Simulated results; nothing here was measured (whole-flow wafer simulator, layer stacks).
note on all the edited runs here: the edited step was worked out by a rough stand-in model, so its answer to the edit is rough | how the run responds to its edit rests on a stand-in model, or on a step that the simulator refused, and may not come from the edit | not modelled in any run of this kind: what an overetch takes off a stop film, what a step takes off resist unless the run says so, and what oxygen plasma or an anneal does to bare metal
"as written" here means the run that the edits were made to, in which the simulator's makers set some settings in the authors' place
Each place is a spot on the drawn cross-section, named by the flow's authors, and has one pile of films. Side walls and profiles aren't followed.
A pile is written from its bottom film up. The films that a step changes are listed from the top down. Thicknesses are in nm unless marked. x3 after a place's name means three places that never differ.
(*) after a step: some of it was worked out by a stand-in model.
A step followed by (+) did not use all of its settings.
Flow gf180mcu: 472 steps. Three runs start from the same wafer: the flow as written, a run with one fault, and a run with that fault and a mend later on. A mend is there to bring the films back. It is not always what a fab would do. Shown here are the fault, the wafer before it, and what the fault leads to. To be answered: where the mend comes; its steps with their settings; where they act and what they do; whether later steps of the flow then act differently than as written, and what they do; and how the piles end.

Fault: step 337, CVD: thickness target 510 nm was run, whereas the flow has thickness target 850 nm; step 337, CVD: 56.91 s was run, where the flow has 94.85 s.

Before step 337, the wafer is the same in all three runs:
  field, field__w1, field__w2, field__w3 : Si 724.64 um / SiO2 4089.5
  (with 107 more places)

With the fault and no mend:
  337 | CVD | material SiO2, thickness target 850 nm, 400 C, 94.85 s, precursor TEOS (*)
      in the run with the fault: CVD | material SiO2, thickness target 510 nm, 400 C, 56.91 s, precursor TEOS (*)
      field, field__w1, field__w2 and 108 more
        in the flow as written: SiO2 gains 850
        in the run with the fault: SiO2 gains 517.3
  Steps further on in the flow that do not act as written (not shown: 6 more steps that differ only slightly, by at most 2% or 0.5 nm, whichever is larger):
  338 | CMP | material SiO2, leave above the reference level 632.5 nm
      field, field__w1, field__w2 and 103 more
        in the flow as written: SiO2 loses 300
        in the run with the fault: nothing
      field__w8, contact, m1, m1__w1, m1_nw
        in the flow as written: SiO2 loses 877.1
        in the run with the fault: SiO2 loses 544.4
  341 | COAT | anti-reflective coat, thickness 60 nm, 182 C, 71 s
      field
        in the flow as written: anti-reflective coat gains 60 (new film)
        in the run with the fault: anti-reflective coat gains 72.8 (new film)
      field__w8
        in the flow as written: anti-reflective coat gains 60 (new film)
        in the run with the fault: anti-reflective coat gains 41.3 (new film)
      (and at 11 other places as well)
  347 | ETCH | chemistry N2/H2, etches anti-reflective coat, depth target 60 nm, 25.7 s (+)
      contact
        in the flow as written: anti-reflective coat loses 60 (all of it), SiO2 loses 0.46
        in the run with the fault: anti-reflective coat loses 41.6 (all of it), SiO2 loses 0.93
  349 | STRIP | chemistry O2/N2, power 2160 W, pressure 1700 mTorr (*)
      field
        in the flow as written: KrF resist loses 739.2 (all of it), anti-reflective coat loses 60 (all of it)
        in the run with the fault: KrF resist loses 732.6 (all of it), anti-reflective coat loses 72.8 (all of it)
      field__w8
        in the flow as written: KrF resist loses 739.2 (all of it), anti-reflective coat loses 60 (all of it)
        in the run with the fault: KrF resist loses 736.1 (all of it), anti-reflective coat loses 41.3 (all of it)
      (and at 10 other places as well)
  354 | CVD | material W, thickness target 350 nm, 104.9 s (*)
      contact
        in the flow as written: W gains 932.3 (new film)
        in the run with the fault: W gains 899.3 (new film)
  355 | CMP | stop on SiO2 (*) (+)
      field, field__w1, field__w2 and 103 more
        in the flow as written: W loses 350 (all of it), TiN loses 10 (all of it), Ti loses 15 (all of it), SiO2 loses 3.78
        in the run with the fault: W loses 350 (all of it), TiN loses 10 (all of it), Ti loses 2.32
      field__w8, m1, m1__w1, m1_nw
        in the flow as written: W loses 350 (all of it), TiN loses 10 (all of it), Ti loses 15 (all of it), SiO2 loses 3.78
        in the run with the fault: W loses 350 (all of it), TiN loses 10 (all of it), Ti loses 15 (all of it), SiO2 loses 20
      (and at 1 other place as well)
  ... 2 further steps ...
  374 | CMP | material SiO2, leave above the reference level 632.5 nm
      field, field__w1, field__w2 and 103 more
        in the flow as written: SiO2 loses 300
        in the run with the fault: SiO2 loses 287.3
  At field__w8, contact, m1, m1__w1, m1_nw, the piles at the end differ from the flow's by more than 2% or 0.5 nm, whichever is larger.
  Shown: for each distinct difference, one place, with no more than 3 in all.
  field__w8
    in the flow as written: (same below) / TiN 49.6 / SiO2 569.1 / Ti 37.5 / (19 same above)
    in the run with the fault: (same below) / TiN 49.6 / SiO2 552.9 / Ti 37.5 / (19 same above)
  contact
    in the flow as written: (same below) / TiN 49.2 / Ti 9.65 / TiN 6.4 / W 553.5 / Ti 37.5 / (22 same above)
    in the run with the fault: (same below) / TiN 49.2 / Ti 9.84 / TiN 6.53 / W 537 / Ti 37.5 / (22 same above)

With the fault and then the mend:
  The mend stands after step 337.
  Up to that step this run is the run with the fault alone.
  337a | CVD | material SiO2, thickness target 340 nm, 400 C, 37.94 s, precursor TEOS (*) (the flow's step 337 again, with other settings)
      field, field__w1, field__w2 and 108 more
        SiO2 gains 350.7
  Steps further on in the flow that do not act as written:
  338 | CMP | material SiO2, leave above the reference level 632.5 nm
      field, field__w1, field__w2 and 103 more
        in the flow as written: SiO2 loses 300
        in the run with the mend: SiO2 loses 318
  The piles end the same as the flow's at every place that both follow.
